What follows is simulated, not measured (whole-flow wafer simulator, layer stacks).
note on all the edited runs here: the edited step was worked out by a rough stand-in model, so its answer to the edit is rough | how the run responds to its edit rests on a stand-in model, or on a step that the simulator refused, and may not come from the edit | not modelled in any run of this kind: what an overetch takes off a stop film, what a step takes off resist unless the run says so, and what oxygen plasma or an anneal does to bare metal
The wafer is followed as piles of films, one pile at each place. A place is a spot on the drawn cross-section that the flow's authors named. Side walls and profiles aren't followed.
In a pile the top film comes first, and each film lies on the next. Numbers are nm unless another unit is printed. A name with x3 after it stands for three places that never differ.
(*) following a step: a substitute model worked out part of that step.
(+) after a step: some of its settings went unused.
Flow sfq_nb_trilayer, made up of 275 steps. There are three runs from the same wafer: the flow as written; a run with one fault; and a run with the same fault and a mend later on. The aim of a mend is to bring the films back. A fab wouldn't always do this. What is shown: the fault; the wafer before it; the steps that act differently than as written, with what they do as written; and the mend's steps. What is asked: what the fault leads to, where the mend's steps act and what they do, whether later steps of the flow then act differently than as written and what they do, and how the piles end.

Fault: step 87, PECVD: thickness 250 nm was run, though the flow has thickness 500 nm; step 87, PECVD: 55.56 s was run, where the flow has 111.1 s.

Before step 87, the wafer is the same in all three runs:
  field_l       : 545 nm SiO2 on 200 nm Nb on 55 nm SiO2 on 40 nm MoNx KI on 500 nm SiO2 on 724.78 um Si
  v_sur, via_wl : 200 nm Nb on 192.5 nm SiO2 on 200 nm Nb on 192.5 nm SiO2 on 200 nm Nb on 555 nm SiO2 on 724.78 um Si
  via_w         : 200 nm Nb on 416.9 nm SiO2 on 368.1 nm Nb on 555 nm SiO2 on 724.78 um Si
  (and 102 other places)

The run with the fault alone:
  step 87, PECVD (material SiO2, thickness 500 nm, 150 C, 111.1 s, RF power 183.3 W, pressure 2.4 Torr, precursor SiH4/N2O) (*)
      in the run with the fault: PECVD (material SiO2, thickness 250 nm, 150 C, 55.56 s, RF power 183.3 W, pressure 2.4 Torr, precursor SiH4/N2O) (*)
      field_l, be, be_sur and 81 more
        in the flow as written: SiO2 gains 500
        in the run with the fault: SiO2 gains 250
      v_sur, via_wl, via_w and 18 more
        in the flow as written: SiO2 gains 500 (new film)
        in the run with the fault: SiO2 gains 250 (new film)
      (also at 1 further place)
  Steps later in the flow that act otherwise than as written (not shown: 12 more steps that differ only slightly, by at most 2% or 0.5 nm, whichever is larger):
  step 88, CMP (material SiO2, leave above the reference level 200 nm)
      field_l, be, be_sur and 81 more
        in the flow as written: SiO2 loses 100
        in the run with the fault: nothing
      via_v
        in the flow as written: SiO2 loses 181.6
        in the run with the fault: nothing
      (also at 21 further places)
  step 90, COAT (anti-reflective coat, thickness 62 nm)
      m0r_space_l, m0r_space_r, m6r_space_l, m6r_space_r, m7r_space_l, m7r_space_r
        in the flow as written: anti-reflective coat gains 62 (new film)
        in the run with the fault: anti-reflective coat gains 80 (new film)
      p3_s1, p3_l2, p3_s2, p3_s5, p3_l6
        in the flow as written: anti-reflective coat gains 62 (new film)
        in the run with the fault: anti-reflective coat gains 63.9 (new film)
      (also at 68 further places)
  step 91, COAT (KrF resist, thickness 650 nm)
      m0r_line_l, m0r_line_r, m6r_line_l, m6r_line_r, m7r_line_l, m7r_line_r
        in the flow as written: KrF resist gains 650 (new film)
        in the run with the fault: KrF resist gains 679.6 (new film)
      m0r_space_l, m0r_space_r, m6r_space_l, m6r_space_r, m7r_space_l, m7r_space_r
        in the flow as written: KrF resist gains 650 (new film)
        in the run with the fault: KrF resist gains 669.1 (new film)
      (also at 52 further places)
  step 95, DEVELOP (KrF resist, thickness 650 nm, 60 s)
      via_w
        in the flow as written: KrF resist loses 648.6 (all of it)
        in the run with the fault: KrF resist loses 595.6 (all of it)
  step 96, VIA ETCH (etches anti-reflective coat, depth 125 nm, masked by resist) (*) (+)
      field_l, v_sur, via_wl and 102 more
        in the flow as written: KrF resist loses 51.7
        in the run with the fault: KrF resist loses 41.6
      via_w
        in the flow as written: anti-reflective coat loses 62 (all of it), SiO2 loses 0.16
        in the run with the fault: anti-reflective coat loses 49.9 (all of it), SiO2 loses 0.12
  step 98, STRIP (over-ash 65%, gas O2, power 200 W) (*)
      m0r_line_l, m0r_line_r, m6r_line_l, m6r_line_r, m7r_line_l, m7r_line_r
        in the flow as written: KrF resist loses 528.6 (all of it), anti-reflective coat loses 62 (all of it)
        in the run with the fault: KrF resist loses 568.3 (all of it), anti-reflective coat loses 62.4 (all of it)
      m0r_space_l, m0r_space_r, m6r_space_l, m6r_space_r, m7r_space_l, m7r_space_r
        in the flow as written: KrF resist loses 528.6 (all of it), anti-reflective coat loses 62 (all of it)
        in the run with the fault: KrF resist loses 557.7 (all of it), anti-reflective coat loses 80 (all of it)
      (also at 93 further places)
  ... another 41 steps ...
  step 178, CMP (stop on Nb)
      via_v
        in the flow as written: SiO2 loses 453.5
        in the run with the fault: SiO2 loses 340.8
  By the end, the piles at via_v, ln_m5, lsp_m and 13 more depart from the flow's by more than 2% or 0.5 nm, whichever is larger.
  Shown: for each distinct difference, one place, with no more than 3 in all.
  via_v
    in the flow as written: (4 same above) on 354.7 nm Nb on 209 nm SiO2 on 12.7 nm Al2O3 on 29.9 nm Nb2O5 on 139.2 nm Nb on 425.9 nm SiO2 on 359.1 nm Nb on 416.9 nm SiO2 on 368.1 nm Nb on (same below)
    in the run with the fault: (4 same above) on 354.7 nm Nb on 459.7 nm SiO2 on 9.16 nm Al2O3 on 36.3 nm Nb2O5 on 104.3 nm Nb on 344 nm SiO2 on 90.1 nm Nb on 176.8 nm SiO2 on 163.6 nm Nb on 208.9 nm SiO2 on 368.1 nm Nb on (same below)
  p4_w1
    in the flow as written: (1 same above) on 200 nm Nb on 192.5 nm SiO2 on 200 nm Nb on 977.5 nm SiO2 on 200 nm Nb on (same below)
    in the run with the fault: (1 same above) on 200 nm Nb on 342.5 nm SiO2 on 200 nm Nb on 827.5 nm SiO2 on 200 nm Nb on (same below)
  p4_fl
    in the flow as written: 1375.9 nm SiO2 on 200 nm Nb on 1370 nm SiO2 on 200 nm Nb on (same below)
    in the run with the fault: 1425.9 nm SiO2 on 200 nm Nb on 1320 nm SiO2 on 200 nm Nb on (same below)

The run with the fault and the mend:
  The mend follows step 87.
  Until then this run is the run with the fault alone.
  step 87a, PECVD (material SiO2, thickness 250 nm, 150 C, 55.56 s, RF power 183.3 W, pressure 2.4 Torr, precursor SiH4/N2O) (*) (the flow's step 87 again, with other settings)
      field_l, v_sur, via_wl and 102 more
        SiO2 gains 250
      via_v
        SiO2 gains 259.2
  Steps later in the flow that act otherwise than as written:
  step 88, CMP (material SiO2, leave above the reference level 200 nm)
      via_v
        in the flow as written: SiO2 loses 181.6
        in the run with the mend: SiO2 loses 51.2
  By the end, the piles equal the flow's at every place that both follow.
